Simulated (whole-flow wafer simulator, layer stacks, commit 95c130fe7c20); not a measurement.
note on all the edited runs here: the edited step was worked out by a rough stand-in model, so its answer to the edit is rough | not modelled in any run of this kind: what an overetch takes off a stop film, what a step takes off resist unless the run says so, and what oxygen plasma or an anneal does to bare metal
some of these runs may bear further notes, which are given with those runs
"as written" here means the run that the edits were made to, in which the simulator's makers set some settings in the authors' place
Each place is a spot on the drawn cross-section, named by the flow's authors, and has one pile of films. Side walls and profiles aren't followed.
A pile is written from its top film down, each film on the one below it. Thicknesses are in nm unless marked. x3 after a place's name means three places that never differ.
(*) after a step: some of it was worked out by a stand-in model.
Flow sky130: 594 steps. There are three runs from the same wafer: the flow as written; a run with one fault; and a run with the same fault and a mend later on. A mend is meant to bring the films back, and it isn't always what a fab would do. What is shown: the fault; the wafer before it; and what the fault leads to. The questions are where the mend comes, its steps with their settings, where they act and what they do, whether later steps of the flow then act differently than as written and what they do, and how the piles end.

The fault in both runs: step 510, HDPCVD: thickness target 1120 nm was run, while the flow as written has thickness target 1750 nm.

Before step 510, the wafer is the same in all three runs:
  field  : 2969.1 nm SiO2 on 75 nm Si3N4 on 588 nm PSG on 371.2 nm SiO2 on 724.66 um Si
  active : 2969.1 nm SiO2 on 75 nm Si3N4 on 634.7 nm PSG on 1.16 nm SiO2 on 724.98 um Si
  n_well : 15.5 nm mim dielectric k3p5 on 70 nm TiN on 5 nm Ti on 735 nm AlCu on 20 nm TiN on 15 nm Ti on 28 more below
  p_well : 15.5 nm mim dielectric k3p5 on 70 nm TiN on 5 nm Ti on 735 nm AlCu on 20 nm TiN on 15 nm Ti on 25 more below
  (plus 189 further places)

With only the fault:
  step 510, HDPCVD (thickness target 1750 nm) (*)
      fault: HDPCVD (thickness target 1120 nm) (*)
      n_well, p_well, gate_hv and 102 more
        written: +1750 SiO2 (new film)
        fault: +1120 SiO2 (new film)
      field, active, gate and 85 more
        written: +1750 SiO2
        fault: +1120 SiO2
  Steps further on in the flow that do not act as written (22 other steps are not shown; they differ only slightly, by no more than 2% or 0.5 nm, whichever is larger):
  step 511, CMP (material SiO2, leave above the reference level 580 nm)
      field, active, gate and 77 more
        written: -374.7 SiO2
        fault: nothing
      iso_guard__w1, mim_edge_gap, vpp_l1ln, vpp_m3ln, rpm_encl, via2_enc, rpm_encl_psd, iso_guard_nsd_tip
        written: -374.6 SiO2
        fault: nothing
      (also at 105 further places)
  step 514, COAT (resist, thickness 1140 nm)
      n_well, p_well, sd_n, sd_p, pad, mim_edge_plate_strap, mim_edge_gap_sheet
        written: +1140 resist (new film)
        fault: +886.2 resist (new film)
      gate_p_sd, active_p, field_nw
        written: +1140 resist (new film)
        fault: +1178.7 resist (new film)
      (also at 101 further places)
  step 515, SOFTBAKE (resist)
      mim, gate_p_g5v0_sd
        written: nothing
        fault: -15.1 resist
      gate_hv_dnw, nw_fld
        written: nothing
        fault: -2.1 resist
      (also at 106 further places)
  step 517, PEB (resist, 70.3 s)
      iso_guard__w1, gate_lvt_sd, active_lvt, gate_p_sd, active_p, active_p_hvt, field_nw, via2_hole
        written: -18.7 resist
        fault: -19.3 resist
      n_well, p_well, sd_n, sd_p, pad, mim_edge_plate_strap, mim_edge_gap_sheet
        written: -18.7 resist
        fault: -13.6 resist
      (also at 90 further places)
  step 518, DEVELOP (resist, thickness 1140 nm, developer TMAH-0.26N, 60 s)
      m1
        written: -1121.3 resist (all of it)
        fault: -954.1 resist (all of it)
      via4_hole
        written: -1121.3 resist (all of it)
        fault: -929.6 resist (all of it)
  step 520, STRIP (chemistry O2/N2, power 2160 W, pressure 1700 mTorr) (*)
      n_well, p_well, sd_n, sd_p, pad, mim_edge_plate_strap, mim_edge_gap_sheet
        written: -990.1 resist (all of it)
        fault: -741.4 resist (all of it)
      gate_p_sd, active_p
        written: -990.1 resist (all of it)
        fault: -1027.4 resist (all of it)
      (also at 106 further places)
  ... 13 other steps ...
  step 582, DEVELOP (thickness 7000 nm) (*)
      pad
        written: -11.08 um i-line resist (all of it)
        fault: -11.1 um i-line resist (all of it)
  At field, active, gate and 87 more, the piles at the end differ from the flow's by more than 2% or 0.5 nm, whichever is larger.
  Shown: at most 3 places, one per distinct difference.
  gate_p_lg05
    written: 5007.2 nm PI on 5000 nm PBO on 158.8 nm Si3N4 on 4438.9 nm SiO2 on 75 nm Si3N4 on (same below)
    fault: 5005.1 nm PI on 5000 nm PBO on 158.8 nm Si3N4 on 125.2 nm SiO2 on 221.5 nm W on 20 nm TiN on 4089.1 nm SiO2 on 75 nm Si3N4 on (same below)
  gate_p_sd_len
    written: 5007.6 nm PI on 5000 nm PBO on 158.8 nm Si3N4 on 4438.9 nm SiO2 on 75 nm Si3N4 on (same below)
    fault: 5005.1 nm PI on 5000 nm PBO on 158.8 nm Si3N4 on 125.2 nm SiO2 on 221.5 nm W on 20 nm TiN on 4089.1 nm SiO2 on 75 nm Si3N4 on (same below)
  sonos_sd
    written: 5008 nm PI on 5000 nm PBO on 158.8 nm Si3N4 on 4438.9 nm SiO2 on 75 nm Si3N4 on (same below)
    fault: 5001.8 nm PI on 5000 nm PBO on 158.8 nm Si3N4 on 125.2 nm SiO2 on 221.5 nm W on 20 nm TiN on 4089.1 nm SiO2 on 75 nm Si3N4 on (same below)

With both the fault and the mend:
  The mend stands after step 510.
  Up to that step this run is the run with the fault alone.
  step 510a, HDPCVD (thickness target 630 nm) (*) (a further turn of the flow's step 510, with different settings)
      field, active, n_well and 190 more
        +630 SiO2
  Every later step of the flow that is run acts as written at every place that is followed.
  At every place that both follow, the piles at the end match the flow's.
